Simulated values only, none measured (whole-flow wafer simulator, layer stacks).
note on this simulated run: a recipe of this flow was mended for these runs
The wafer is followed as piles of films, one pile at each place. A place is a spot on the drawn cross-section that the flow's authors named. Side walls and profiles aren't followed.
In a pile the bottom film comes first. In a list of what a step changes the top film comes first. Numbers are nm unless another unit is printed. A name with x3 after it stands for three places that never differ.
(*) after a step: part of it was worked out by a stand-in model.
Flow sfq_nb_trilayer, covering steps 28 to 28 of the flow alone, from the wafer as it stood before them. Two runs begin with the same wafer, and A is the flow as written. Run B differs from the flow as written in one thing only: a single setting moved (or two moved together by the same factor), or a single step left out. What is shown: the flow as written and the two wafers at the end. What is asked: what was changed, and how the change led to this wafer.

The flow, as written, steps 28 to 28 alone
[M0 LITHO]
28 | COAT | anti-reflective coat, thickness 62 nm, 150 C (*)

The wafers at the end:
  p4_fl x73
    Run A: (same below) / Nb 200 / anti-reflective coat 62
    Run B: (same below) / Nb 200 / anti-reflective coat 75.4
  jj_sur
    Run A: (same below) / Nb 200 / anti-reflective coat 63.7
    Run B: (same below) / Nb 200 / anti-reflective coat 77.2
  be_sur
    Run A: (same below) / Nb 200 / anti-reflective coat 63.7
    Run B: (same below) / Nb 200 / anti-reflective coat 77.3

The reason: step 28, COAT: thickness 75.4 nm was run, though the flow has thickness 62 nm.
The wafer lets one read it off: p4_fl x73 has anti-reflective coat 75.4, and step 28 as written asks for 62 nm.

The path from the change to this, step by step:
  28 | COAT | anti-reflective coat, thickness 62 nm, 150 C (*)
      p4_fl x73: A +62 anti-reflective coat (new film) | B +75.4 anti-reflective coat (new film)
      jj_sur, ce_l, c5j, ce_r, sp_r, be_r, r_sur: A +63.7 anti-reflective coat (new film) | B +77.2 anti-reflective coat (new film)
      (and at 26 other places as well)
